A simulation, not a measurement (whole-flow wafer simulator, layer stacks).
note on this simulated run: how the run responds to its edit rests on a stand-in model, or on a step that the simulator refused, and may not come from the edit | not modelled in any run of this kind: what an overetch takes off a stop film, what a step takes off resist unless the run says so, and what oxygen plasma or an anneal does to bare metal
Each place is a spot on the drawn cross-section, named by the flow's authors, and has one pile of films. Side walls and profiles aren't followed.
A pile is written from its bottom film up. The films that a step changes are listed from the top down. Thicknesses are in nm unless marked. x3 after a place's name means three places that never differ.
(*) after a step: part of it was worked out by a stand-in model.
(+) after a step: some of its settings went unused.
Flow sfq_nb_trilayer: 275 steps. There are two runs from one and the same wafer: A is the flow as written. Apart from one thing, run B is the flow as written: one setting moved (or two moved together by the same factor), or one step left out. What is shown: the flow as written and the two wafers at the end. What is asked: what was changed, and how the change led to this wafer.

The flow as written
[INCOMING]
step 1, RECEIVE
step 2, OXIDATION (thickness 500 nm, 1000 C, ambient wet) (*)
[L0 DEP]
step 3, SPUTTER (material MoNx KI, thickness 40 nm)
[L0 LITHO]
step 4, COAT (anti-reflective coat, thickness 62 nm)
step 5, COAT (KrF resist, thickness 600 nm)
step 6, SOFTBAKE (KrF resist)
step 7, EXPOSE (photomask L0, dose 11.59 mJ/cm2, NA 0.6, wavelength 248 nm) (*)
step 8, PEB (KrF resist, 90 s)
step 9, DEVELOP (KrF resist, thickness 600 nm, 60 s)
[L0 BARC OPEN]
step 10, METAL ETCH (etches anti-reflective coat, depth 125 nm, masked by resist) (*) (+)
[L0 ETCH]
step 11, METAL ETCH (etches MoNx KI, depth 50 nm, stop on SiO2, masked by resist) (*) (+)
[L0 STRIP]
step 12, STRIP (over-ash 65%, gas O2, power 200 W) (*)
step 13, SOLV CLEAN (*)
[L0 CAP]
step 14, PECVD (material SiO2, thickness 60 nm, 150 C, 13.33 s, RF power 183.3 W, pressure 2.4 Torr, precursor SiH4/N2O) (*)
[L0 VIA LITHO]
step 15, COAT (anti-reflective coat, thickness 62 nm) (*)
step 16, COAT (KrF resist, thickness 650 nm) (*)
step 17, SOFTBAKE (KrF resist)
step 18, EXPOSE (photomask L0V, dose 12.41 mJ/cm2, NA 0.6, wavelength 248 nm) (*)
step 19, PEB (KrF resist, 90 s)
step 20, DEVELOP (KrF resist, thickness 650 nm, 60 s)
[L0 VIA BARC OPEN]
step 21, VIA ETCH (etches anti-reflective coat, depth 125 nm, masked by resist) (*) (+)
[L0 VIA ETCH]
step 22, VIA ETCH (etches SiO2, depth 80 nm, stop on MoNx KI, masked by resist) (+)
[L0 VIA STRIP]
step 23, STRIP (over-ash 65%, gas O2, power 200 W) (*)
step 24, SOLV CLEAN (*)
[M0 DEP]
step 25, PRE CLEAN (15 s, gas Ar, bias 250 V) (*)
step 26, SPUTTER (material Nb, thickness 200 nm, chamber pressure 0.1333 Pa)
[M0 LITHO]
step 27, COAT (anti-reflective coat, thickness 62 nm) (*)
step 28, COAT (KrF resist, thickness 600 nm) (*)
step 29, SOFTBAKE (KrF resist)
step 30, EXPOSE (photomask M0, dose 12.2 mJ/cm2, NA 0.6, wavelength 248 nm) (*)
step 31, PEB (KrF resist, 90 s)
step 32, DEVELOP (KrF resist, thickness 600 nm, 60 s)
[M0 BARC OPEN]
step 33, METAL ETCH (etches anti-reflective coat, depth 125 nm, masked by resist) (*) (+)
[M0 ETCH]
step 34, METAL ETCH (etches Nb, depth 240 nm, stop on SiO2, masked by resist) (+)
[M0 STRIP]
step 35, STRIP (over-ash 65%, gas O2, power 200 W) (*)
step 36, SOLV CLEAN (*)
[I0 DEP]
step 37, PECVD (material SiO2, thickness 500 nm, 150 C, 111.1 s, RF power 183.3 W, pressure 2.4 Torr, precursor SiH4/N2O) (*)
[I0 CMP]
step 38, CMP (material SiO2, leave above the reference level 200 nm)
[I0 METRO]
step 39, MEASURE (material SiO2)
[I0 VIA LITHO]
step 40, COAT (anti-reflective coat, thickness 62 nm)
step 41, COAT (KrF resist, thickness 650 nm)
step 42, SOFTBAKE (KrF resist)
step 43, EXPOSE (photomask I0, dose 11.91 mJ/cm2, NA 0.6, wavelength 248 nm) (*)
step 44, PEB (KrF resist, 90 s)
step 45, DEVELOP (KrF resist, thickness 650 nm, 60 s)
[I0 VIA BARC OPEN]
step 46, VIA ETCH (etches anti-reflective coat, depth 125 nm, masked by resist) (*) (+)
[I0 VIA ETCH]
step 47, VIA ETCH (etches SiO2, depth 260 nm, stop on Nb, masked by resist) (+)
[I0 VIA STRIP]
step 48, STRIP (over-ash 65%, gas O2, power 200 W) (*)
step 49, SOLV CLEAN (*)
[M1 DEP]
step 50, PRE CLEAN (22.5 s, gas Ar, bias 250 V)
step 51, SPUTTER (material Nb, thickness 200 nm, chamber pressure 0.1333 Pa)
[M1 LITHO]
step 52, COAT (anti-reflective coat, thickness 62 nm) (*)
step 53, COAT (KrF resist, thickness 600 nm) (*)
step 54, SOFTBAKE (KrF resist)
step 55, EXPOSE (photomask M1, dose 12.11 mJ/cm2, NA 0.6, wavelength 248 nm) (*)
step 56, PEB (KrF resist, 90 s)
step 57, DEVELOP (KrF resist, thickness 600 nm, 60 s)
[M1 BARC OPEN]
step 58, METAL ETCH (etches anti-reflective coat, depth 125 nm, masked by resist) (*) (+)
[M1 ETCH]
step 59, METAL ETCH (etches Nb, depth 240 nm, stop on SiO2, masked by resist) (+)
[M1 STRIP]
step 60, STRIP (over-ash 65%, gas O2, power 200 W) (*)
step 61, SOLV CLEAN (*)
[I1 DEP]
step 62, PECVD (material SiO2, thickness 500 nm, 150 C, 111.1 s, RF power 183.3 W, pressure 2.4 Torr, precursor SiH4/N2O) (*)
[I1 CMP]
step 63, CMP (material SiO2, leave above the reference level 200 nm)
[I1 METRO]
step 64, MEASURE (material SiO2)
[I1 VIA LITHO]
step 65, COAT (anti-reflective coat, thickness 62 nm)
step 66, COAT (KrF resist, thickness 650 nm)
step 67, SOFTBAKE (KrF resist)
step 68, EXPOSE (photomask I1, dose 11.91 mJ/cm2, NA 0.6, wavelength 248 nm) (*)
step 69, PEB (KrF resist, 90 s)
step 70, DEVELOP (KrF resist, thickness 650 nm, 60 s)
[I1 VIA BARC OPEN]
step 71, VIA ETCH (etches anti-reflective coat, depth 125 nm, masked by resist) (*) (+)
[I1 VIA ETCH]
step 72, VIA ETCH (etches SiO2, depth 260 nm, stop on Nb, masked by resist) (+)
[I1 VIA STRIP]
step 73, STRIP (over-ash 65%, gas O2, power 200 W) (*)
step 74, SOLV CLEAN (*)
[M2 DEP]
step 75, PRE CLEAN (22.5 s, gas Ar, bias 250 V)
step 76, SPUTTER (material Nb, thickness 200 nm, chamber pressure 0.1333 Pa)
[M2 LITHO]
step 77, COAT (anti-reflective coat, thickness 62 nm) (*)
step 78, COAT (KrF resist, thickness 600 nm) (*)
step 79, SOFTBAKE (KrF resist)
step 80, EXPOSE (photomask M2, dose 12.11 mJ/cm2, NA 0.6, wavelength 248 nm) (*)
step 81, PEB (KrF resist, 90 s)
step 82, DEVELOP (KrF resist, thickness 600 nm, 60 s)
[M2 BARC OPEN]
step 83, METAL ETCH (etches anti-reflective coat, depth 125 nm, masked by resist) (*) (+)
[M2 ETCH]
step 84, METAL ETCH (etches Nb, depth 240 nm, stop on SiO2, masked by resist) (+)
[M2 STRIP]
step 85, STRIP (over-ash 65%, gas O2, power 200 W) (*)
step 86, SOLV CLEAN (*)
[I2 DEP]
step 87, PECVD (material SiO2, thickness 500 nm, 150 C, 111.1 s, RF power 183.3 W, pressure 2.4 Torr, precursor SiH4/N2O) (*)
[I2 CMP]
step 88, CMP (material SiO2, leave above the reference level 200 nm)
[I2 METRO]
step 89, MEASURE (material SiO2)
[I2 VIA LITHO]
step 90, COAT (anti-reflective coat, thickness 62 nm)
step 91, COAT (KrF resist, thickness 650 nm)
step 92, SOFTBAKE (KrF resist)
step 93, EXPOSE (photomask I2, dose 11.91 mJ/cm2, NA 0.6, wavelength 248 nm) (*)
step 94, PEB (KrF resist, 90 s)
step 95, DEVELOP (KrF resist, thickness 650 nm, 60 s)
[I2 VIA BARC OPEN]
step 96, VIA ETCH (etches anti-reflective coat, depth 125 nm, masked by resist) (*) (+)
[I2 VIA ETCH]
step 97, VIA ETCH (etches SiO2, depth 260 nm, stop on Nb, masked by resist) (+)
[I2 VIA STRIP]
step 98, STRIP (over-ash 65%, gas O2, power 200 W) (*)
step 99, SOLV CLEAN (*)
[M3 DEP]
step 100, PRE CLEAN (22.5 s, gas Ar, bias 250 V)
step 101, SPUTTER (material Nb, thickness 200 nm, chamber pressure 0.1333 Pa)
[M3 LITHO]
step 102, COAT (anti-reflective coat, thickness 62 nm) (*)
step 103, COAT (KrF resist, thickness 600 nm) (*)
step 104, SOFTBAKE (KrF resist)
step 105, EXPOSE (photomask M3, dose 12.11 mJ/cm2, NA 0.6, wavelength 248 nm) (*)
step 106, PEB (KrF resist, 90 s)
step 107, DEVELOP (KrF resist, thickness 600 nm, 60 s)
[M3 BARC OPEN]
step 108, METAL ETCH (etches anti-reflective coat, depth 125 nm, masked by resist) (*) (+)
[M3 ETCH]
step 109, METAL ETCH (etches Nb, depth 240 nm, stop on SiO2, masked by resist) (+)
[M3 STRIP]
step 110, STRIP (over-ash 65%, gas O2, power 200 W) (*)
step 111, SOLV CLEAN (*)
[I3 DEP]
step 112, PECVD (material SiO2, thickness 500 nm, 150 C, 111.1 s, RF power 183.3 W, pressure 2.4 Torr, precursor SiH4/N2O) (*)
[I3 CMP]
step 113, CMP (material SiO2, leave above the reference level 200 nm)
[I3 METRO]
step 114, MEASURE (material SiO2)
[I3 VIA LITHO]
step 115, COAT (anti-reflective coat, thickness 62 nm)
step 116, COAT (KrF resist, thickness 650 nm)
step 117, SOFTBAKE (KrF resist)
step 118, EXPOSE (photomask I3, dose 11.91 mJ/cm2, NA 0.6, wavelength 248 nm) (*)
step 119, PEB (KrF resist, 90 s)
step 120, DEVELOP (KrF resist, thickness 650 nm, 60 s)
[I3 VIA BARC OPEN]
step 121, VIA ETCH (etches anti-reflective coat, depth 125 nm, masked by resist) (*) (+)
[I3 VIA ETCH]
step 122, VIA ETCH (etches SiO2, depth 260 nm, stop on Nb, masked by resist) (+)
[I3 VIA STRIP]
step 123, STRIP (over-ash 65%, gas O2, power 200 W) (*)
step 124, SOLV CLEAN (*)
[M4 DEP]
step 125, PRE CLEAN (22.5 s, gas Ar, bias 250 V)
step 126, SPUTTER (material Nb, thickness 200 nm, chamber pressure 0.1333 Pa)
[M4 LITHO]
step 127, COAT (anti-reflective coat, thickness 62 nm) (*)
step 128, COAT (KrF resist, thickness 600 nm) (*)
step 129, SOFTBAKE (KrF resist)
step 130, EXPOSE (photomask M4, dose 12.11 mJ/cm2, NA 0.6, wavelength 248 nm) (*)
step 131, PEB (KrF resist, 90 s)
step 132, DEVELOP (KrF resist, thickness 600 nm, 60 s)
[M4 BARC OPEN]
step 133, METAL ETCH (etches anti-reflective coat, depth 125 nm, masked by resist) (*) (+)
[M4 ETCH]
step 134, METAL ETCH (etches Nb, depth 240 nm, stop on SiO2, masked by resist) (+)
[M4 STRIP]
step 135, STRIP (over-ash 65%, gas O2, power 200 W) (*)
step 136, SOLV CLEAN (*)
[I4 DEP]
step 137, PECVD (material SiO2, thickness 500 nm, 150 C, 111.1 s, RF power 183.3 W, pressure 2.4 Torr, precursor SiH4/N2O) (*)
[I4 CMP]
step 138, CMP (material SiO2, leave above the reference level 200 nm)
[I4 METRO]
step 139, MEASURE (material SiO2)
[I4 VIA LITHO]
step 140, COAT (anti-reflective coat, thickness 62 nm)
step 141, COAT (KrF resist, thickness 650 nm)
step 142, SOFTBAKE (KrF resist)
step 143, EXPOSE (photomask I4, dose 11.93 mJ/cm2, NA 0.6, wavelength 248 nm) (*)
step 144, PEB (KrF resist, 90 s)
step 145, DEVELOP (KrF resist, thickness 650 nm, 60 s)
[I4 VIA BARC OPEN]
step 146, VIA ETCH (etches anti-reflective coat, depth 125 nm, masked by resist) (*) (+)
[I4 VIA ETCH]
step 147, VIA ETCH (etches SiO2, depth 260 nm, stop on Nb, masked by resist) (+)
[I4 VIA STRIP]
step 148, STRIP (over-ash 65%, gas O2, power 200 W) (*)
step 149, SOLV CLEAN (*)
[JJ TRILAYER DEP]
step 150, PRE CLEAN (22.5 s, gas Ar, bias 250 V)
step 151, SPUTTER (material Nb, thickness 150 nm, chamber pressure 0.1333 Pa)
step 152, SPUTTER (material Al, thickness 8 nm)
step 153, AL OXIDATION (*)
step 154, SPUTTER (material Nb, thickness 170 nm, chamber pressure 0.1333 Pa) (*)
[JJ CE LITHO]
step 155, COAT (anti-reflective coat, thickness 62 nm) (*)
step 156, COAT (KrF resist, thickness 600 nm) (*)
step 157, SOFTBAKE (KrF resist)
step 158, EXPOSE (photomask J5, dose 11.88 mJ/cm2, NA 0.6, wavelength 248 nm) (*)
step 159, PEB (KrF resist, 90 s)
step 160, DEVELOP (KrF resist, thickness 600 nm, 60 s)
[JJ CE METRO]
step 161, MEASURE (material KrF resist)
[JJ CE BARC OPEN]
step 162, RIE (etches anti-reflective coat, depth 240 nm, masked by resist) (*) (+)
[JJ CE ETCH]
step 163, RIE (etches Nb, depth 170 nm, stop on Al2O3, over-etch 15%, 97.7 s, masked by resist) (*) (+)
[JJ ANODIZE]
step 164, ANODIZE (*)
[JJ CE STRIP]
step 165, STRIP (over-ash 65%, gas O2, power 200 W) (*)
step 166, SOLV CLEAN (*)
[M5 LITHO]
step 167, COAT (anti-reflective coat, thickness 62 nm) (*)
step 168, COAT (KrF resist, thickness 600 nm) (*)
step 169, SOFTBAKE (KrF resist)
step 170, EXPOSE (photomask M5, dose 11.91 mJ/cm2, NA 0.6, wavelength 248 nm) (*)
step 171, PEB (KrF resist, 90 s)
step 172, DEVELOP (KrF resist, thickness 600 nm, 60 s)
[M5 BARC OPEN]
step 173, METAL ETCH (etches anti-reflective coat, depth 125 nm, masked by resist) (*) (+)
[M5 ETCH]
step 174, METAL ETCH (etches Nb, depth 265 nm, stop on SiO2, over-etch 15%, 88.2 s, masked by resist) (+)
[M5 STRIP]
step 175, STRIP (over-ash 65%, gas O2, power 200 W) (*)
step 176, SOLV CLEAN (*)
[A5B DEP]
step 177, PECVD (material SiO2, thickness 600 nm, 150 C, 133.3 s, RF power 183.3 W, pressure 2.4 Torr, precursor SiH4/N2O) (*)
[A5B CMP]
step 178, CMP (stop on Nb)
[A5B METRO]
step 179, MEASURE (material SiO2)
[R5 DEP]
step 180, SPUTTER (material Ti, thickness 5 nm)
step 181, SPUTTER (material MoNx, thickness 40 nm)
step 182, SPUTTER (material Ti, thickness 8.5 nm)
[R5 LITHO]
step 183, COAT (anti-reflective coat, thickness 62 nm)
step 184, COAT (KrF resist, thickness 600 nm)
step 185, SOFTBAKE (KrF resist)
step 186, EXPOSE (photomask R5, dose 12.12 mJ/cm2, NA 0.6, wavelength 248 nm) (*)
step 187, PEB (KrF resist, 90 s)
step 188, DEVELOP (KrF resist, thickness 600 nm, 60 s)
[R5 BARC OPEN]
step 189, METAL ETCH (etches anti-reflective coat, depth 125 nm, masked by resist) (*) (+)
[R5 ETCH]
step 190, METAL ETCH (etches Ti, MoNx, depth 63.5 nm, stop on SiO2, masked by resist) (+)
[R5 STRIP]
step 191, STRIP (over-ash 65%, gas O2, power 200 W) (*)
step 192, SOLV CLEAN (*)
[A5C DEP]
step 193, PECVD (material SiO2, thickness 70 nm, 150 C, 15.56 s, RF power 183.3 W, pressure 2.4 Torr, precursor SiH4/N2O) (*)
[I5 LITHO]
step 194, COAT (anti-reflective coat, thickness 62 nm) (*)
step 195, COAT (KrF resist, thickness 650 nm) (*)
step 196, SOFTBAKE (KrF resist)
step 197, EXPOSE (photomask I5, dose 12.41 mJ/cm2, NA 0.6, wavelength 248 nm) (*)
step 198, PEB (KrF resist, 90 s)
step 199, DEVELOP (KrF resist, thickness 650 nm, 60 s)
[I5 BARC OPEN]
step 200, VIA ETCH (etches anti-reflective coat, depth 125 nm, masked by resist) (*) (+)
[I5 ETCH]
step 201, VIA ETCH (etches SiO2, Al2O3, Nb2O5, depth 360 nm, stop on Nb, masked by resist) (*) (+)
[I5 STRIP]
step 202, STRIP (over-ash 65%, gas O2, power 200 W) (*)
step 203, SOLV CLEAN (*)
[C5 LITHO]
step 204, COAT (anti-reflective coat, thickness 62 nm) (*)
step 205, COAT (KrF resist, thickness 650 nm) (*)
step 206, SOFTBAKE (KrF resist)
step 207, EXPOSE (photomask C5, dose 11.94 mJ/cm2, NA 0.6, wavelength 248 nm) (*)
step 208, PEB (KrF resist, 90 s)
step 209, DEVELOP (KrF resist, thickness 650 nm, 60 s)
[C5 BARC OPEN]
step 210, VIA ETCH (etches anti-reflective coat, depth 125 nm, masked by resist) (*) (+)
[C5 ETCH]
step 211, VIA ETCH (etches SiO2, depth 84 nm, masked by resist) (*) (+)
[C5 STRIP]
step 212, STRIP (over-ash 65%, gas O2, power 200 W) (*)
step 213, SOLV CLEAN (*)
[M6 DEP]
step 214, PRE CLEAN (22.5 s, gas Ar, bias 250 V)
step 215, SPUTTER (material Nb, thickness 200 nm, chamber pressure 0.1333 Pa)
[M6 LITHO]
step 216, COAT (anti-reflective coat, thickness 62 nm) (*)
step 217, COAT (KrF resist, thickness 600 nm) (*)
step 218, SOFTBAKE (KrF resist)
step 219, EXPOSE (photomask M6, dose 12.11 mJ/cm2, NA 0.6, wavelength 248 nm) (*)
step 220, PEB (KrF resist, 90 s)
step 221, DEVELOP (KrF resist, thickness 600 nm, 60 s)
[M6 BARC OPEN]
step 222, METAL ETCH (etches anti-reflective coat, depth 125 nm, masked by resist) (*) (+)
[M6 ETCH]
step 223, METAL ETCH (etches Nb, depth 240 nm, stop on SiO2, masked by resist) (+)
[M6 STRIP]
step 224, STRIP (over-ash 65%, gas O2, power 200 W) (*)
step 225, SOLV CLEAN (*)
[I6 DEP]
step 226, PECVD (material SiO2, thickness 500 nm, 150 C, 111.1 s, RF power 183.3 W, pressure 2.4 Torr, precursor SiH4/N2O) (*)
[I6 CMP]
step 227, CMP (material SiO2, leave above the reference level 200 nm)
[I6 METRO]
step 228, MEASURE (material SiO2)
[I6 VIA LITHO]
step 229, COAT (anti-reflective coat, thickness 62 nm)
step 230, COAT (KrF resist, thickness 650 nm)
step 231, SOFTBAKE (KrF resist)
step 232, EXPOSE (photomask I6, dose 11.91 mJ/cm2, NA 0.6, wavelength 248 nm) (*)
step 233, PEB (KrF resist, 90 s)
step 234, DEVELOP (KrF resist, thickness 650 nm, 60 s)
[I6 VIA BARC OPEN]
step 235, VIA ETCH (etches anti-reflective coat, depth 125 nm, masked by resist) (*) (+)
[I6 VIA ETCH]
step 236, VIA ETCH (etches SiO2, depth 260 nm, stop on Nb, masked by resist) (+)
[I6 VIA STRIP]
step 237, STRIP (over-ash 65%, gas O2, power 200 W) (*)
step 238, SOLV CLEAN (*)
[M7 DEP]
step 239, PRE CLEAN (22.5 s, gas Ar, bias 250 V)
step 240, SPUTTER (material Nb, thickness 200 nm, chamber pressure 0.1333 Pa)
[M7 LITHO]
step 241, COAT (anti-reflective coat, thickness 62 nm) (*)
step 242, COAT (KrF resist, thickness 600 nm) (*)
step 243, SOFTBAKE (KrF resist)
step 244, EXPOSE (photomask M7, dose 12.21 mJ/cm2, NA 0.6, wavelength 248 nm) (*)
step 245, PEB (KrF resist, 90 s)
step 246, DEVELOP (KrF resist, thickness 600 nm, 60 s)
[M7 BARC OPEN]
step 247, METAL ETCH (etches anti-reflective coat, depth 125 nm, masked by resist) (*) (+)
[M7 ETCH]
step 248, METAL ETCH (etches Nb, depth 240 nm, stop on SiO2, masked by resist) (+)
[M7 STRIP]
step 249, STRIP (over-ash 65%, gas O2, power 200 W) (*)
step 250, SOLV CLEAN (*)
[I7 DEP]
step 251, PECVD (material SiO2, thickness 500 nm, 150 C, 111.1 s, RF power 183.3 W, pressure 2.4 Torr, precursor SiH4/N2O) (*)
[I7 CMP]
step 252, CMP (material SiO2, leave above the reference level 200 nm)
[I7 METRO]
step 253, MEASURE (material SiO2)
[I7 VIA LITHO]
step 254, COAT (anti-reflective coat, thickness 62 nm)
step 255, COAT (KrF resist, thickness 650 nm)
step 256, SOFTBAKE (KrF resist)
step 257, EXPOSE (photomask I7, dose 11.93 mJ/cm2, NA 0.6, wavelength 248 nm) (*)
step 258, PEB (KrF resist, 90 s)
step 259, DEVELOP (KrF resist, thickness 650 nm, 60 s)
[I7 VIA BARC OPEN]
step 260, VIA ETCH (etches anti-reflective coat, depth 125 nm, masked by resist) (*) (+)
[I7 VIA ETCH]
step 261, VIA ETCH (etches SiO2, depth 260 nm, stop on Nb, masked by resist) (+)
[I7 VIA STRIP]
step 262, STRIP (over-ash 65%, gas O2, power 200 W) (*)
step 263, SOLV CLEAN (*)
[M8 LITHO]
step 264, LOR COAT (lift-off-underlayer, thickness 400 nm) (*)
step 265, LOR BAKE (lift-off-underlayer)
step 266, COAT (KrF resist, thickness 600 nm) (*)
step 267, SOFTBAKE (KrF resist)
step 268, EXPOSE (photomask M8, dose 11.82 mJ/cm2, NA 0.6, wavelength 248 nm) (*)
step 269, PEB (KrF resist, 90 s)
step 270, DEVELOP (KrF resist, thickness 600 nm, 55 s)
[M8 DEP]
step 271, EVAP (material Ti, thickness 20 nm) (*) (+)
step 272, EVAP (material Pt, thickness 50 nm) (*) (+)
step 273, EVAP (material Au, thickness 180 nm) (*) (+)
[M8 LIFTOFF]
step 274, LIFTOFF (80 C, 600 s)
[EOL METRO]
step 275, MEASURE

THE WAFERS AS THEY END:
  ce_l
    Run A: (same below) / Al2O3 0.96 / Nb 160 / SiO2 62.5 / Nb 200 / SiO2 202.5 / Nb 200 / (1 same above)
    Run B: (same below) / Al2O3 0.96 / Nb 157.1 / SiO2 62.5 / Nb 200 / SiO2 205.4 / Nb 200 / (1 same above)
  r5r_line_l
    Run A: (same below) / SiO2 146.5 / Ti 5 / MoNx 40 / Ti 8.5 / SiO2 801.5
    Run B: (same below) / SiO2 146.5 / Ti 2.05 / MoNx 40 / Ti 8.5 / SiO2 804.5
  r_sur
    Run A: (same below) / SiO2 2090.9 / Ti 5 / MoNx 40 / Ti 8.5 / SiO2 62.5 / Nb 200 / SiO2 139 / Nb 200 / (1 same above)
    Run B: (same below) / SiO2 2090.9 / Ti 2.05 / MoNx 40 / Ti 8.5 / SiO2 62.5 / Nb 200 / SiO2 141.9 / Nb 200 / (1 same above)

What caused this: step 180, SPUTTER: thickness 2.05 nm was run, though the flow has thickness 5 nm.
The wafer itself shows it: r5r_line_l has Ti 2.05, and step 180 as written asks for 5 nm.

How this came from the change, step by step:
  step 180, SPUTTER (material Ti, thickness 5 nm)
      field_l, v_sur, via_wl and 103 more: A +5 Ti (new film) | B +2.05 Ti (new film)
  step 190, METAL ETCH (etches Ti, MoNx, depth 63.5 nm, stop on SiO2, masked by resist) (+)
      field_l, v_sur, via_wl and 92 more: A -8.5 Ti (all of it), -40 MoNx (all of it), -5 Ti (all of it) | B -8.5 Ti (all of it), -40 MoNx (all of it), -2.05 Ti (all of it)
      ce_l, c5j, ce_r, wl_jj: A -8.5 Ti (all of it), -40 MoNx (all of it), -5 Ti (all of it), -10 Nb | B -8.5 Ti (all of it), -40 MoNx (all of it), -2.05 Ti (all of it), -12.9 Nb
  step 216, COAT (anti-reflective coat, thickness 62 nm) (*)
      sp_r: A +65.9 anti-reflective coat (new film) | B +64.5 anti-reflective coat (new film)
  step 224, STRIP (over-ash 65%, gas O2, power 200 W) (*)
      sp_r: A -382 KrF resist (all of it), -65.9 anti-reflective coat (all of it) | B -382.1 KrF resist (all of it), -64.5 anti-reflective coat (all of it)
